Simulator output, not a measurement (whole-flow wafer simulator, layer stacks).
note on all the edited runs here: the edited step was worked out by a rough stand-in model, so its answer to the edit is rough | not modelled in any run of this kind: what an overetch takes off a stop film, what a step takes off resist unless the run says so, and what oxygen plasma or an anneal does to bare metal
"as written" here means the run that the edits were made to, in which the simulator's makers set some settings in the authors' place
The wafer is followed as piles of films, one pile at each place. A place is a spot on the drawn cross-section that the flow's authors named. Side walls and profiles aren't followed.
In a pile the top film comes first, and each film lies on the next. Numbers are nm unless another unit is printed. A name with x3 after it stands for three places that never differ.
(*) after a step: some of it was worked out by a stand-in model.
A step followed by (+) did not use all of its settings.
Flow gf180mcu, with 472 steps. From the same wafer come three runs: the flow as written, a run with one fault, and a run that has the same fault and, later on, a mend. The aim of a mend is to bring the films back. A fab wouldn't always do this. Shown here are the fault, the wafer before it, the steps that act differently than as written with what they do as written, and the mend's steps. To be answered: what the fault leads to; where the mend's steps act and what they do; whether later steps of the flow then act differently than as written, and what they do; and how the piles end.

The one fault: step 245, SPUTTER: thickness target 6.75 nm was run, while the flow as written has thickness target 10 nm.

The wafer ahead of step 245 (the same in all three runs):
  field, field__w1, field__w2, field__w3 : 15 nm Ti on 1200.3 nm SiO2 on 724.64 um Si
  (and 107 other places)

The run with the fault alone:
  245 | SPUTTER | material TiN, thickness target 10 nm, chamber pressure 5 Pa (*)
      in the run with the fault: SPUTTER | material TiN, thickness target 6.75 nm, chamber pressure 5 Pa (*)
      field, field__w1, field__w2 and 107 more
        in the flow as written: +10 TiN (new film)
        in the run with the fault: +6.75 TiN (new film)
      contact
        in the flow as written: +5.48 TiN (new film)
        in the run with the fault: +3.7 TiN (new film)
  Steps further on in the flow that do not act as written (1 more step, not shown, differs only slightly: by at most 2% or 0.5 nm, whichever is larger):
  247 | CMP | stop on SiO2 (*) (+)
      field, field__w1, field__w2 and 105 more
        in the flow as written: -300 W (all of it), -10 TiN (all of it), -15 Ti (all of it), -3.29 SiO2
        in the run with the fault: -300 W (all of it), -6.75 TiN (all of it), -15 Ti (all of it), -3.26 SiO2
  The piles end different from the flow's at contact, polyc_n, polyc_p by more than 2% or 0.5 nm, whichever is larger.
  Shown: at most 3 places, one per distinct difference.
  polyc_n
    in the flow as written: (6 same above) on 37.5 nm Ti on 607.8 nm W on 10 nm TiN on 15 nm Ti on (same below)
    in the run with the fault: (6 same above) on 37.5 nm Ti on 611.1 nm W on 6.75 nm TiN on 15 nm Ti on (same below)
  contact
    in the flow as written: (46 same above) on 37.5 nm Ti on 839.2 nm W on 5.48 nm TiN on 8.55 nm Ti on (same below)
    in the run with the fault: (46 same above) on 37.5 nm Ti on 841 nm W on 3.7 nm TiN on 8.55 nm Ti on (same below)

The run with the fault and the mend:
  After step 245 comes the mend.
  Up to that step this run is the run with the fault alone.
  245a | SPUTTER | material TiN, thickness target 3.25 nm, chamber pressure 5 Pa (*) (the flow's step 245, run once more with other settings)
      field, field__w1, field__w2 and 107 more
        +3.25 TiN
      contact
        +1.78 TiN
  Later steps of the flow that are run all act as written at every place that is followed.
  At every place that both follow, the piles at the end match the flow's.
